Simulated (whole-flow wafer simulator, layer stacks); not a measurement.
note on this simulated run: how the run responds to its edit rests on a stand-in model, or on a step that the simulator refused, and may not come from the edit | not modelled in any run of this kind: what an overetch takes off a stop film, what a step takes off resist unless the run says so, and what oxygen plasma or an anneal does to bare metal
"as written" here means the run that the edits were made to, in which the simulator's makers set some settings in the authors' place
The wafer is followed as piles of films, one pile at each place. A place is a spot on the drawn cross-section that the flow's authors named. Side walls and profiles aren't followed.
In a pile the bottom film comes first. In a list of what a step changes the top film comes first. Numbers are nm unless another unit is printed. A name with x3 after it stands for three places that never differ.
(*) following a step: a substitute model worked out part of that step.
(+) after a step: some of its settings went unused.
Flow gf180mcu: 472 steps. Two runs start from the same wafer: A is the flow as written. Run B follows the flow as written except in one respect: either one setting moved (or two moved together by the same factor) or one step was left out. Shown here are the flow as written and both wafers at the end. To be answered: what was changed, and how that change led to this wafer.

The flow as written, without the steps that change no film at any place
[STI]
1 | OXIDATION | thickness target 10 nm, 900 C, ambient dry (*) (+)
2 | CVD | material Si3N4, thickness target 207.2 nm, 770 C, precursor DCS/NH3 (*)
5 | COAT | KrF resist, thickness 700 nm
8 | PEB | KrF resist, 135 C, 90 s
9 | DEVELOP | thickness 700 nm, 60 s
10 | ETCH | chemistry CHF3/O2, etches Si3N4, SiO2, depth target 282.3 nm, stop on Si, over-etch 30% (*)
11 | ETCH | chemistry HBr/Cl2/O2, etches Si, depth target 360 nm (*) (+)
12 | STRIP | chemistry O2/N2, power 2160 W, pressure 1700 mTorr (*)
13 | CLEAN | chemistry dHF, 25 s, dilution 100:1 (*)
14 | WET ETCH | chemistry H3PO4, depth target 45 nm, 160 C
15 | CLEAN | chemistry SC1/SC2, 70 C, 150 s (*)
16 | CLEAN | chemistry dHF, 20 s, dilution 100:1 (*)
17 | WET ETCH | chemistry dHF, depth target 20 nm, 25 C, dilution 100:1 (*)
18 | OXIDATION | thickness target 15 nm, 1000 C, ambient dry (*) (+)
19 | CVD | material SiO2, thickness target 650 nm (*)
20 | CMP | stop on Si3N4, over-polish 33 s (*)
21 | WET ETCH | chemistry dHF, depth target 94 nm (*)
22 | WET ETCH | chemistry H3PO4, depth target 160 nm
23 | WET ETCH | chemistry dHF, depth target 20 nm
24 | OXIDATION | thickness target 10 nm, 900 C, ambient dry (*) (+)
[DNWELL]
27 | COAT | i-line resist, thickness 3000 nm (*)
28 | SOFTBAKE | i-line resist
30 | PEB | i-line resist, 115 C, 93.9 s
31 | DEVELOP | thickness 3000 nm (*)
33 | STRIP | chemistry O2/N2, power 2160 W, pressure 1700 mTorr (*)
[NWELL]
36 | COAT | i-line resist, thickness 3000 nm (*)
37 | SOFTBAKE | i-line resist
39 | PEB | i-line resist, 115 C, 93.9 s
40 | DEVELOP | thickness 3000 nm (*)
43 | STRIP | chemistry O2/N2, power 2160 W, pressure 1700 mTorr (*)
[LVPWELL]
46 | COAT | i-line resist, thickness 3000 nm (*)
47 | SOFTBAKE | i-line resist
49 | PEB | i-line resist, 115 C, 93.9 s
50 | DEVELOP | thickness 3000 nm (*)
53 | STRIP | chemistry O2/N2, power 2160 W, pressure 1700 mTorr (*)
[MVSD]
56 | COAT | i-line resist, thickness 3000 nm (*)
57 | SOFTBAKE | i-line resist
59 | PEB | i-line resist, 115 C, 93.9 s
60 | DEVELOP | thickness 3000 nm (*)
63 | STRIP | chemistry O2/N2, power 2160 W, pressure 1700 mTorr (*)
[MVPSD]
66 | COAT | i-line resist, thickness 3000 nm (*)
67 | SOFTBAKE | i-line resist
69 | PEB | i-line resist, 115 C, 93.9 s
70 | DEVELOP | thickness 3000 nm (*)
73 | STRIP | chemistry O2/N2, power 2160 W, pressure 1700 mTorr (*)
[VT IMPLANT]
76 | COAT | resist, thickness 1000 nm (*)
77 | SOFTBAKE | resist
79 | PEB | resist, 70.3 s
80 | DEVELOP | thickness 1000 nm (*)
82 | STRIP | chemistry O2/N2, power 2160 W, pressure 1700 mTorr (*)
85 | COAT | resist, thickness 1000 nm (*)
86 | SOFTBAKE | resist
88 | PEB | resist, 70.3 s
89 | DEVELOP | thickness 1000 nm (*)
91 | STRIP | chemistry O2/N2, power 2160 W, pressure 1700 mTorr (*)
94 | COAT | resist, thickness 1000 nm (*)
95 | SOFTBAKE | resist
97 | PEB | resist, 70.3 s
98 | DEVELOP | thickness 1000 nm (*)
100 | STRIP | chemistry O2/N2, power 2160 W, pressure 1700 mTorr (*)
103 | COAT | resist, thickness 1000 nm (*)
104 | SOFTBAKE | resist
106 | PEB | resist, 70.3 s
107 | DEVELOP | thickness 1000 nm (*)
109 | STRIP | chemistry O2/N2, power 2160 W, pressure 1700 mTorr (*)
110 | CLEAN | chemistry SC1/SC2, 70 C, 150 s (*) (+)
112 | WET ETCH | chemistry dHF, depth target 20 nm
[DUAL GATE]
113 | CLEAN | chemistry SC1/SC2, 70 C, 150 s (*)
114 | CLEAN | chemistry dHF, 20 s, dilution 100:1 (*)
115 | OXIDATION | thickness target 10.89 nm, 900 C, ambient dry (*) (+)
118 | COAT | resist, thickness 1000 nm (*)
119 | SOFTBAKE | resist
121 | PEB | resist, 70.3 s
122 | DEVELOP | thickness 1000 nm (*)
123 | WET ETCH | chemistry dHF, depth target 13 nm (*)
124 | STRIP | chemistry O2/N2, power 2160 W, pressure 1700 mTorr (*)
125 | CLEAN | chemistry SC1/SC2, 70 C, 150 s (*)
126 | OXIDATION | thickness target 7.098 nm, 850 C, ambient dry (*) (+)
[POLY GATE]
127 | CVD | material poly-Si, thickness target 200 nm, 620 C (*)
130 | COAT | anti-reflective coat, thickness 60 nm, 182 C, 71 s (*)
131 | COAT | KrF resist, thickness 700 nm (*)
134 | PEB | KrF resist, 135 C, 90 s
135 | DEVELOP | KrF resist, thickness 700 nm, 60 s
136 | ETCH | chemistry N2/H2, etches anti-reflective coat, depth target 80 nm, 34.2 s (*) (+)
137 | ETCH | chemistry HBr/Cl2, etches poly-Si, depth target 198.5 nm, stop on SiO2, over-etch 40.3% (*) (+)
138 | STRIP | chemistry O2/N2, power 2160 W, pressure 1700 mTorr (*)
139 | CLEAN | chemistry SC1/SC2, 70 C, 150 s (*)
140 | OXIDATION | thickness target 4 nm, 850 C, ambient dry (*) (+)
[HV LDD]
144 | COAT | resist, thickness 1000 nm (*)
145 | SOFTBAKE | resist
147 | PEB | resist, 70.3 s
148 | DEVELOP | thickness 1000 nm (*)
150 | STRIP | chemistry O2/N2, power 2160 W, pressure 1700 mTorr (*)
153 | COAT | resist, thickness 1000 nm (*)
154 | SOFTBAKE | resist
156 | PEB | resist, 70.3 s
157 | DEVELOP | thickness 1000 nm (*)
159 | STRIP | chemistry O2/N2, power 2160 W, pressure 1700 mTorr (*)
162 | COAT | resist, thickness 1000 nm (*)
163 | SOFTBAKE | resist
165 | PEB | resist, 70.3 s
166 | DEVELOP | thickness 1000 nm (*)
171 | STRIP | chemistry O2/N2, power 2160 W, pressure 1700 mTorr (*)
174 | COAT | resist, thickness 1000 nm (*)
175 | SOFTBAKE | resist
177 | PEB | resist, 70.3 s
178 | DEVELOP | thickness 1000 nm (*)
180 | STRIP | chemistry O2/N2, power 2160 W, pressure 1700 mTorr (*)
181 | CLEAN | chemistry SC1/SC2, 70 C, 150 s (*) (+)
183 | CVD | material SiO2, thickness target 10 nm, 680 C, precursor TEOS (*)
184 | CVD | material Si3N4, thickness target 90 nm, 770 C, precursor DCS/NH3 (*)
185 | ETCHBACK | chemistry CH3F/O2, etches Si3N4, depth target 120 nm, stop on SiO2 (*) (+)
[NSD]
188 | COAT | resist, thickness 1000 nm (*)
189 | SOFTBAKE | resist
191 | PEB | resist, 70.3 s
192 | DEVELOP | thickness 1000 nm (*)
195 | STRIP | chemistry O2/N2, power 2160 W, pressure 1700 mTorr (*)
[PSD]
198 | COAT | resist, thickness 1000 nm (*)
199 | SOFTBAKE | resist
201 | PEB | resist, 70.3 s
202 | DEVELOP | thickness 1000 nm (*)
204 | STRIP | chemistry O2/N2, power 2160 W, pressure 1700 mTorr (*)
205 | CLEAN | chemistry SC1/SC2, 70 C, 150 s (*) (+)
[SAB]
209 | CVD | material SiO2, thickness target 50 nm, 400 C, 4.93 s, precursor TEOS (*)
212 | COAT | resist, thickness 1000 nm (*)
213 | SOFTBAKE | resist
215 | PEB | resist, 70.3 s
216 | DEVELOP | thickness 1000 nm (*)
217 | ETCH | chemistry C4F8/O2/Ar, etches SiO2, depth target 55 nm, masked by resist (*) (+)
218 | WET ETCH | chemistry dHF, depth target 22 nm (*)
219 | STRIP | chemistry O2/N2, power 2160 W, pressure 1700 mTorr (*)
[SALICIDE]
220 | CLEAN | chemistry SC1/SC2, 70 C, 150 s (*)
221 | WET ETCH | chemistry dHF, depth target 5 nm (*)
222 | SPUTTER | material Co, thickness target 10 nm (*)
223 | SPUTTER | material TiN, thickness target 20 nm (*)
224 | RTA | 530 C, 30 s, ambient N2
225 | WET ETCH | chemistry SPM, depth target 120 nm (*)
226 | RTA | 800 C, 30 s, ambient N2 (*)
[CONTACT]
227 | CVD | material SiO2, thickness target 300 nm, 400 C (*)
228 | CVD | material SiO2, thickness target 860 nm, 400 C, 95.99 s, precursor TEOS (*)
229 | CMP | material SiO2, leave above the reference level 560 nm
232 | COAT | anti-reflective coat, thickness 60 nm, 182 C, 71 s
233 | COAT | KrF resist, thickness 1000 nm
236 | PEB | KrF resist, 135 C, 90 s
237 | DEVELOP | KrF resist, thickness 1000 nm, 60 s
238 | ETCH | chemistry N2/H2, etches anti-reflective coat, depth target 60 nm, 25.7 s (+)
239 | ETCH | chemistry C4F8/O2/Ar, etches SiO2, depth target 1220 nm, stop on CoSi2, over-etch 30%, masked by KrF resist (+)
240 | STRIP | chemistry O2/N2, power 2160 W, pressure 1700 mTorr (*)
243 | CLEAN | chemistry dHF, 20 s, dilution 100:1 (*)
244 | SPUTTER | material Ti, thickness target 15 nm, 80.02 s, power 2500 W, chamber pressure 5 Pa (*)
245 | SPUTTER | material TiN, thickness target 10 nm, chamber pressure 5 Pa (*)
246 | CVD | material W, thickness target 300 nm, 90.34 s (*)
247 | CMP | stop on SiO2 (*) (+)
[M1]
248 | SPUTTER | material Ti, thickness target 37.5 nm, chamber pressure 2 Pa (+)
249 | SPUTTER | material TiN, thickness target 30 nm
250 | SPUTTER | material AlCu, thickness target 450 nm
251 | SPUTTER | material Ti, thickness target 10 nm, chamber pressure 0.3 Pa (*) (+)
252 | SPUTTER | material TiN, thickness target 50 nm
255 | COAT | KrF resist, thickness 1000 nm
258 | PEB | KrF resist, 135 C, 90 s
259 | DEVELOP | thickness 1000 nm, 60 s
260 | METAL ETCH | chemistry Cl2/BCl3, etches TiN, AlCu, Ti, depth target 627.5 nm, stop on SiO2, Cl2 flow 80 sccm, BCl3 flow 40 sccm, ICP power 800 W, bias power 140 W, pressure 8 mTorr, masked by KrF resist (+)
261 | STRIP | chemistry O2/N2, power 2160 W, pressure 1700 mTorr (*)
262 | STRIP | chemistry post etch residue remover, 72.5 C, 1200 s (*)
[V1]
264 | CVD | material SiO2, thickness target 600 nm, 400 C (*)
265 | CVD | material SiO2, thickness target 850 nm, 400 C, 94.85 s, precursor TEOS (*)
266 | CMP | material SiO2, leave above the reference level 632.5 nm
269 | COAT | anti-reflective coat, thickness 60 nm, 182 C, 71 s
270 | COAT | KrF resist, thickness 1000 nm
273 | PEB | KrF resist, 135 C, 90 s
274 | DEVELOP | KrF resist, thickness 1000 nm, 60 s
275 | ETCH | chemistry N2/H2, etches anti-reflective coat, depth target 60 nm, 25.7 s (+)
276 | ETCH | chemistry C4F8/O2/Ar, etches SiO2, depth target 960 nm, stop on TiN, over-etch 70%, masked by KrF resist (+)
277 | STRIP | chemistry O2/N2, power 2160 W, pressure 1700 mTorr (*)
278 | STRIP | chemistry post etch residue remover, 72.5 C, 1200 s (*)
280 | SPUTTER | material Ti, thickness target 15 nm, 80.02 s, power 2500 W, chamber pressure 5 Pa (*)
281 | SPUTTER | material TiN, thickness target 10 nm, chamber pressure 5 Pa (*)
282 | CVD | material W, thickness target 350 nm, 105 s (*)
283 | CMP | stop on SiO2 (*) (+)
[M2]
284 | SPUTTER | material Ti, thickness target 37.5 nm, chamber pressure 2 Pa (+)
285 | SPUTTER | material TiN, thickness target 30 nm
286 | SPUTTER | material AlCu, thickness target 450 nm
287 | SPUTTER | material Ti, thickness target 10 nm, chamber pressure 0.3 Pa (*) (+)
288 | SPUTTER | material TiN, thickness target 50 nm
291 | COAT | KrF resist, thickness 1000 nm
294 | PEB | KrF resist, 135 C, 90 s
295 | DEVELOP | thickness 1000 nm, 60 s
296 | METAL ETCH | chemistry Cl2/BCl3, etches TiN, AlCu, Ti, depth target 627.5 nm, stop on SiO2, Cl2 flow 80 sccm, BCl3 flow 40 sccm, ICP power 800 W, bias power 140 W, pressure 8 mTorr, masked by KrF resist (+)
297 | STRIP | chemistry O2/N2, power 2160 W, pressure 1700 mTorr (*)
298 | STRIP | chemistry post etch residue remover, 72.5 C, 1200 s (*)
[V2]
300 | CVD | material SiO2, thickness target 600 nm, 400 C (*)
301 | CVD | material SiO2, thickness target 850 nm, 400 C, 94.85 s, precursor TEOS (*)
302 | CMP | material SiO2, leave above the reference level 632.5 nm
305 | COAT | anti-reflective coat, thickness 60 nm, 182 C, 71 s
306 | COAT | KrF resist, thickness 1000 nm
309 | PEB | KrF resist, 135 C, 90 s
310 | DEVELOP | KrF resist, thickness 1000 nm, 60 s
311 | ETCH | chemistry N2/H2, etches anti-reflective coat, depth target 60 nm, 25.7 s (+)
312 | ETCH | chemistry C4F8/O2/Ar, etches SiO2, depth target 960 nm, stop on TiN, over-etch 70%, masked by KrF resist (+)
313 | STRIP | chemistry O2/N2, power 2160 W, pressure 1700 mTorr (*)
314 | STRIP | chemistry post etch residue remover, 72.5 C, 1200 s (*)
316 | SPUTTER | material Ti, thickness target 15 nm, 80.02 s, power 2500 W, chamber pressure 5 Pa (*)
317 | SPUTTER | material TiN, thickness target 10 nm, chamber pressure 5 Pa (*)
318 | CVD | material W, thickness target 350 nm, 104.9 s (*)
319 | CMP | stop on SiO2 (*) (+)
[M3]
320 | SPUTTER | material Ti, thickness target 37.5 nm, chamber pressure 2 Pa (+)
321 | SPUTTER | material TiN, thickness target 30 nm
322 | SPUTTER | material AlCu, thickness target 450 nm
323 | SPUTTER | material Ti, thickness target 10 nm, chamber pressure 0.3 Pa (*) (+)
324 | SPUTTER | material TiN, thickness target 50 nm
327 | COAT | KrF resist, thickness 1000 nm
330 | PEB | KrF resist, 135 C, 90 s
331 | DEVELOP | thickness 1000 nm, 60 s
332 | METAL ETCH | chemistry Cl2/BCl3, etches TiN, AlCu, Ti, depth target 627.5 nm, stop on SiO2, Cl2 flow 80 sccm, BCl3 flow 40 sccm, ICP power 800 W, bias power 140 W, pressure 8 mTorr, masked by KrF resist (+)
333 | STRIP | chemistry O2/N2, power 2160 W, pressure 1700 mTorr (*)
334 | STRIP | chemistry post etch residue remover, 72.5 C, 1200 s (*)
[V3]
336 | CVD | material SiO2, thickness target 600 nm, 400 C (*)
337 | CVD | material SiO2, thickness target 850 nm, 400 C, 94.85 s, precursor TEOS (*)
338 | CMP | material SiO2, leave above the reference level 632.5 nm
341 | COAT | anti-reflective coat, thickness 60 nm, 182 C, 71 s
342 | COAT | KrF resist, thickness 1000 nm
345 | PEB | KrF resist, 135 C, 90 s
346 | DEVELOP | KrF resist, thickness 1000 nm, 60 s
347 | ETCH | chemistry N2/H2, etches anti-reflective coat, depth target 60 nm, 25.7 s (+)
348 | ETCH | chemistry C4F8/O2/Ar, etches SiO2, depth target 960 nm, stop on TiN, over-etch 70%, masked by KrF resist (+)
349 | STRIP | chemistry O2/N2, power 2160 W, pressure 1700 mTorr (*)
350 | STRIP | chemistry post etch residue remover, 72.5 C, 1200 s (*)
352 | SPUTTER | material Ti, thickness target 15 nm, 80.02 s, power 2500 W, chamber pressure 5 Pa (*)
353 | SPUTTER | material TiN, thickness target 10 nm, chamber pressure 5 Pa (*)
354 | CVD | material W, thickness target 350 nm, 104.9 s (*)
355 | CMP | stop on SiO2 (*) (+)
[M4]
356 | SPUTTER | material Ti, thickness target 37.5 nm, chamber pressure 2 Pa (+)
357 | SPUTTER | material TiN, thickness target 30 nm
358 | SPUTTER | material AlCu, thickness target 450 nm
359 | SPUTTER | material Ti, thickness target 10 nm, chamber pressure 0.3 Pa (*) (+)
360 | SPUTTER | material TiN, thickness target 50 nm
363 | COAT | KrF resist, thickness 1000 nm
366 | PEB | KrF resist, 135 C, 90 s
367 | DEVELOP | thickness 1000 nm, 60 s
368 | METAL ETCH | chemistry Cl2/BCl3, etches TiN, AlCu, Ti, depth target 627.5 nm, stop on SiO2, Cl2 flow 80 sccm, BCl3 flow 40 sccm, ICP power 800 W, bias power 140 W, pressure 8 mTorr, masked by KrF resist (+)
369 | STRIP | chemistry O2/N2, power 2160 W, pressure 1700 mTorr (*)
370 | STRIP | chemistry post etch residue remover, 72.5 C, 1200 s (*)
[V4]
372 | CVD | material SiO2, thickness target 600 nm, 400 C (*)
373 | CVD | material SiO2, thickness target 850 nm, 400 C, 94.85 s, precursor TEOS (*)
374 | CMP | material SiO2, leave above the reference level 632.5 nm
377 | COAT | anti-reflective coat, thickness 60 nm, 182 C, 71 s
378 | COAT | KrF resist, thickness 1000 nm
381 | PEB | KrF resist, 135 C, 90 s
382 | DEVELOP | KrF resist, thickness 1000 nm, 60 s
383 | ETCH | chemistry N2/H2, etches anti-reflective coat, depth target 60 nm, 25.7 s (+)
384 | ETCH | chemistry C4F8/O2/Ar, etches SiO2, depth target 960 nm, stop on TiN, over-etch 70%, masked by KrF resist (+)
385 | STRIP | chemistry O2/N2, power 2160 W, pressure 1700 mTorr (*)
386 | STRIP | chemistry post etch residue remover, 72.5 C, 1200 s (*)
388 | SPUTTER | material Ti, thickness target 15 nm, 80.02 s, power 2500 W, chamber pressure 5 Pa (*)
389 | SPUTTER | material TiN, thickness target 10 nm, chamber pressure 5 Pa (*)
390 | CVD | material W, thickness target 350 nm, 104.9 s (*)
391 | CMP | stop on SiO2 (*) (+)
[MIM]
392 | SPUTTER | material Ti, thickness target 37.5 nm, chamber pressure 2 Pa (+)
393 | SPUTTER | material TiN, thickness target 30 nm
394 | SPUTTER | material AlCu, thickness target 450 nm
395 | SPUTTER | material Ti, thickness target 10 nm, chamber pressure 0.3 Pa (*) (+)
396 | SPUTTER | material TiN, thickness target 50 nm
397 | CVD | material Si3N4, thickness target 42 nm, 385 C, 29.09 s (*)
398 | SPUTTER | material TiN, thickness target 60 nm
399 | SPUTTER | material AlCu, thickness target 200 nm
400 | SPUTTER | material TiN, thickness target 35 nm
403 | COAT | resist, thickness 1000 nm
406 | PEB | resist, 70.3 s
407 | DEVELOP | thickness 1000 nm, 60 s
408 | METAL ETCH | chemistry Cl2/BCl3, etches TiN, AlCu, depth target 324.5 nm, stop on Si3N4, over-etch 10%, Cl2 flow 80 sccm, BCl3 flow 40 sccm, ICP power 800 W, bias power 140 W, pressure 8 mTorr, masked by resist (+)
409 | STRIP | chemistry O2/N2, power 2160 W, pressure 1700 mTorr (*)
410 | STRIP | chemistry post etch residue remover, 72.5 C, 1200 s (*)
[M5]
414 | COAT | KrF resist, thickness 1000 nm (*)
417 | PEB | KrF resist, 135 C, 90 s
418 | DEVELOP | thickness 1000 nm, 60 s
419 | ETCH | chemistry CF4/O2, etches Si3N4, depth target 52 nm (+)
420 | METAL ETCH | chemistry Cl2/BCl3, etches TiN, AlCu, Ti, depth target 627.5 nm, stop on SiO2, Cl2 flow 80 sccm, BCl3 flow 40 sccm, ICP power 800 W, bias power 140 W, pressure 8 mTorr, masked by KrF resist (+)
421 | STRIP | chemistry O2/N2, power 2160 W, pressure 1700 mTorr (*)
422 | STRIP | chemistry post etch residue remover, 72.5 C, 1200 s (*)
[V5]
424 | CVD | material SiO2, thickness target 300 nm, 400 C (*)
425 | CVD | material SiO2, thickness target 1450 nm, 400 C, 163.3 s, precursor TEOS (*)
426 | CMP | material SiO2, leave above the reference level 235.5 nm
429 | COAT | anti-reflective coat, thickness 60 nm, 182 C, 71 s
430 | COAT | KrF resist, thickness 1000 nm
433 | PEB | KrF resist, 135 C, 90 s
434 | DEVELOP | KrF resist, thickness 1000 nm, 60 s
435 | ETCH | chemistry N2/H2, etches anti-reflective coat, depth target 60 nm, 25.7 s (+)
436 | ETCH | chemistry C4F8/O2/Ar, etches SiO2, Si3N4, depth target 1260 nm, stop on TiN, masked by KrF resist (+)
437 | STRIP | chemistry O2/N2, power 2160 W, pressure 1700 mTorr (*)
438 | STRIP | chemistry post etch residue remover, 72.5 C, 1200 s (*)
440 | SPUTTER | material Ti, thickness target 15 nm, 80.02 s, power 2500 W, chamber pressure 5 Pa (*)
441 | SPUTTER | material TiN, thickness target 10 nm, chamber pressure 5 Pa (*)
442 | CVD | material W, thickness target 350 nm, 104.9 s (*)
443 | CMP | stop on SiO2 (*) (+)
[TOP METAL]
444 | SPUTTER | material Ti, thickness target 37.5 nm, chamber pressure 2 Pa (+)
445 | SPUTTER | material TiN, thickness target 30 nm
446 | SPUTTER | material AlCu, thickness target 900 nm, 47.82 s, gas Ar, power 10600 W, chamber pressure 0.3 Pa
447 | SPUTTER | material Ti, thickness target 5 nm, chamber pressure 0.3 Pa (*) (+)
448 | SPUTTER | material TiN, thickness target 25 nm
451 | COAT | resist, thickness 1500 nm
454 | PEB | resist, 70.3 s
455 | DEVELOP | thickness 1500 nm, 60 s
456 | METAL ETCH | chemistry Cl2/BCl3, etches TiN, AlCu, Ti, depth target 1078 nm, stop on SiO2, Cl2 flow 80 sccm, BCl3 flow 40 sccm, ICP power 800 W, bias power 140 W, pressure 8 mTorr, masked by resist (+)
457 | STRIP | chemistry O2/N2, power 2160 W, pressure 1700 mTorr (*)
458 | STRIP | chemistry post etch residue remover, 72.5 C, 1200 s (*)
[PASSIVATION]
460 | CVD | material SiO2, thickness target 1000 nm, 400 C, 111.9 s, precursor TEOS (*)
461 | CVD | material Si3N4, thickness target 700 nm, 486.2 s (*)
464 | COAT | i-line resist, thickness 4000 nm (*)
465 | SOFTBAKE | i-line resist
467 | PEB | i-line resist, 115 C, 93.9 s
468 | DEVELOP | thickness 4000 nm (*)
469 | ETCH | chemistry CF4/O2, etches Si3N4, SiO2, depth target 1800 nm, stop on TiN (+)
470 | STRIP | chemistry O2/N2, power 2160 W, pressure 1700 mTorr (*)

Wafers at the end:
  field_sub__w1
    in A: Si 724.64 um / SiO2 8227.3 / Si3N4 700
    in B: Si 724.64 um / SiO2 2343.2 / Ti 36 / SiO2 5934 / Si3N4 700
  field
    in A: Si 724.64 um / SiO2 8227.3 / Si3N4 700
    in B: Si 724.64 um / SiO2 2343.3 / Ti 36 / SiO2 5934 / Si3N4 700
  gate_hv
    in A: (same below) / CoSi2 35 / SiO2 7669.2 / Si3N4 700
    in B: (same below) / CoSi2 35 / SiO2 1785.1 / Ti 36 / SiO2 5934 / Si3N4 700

Cause: step 286, SPUTTER: thickness target 536 nm was run, while the flow as written has thickness target 450 nm.

How this came from the change, step by step:
  286 | SPUTTER | material AlCu, thickness target 450 nm
      field, field__w1, field__w2 and 108 more: A +450 AlCu (new film) | B +536 AlCu (new film)
  296 | METAL ETCH | chemistry Cl2/BCl3, etches TiN, AlCu, Ti, depth target 627.5 nm, stop on SiO2, Cl2 flow 80 sccm, BCl3 flow 40 sccm, ICP power 800 W, bias power 140 W, pressure 8 mTorr, masked by KrF resist (+)
      field, field__w1, field__w2 and 103 more: A -50 TiN (all of it), -10 Ti (all of it), -450 AlCu (all of it), -30 TiN (all of it), -37.5 Ti (all of it) | B -50 TiN (all of it), -10 Ti (all of it), -536 AlCu (all of it), -30 TiN (all of it), -1.5 Ti
  300 | CVD | material SiO2, thickness target 600 nm, 400 C (*)
      field, field__w1, field__w2 and 103 more: A +600 SiO2 | B +600 SiO2 (new film)
  302 | CMP | material SiO2, leave above the reference level 632.5 nm
      field, field__w1, field__w2 and 103 more: A -300 SiO2 | B -250 SiO2
Taking metal films that touch as one body, field_sub__w1 has 1 body; the flow as written gives 0 bodies.
Taking metal films that touch as one body, field has 1 body; the flow as written gives 0 bodies.
Taking metal films that touch as one body, gate_hv has 2 bodies (between them, from the top down: SiO2 1785.1); the flow as written gives 1 body.
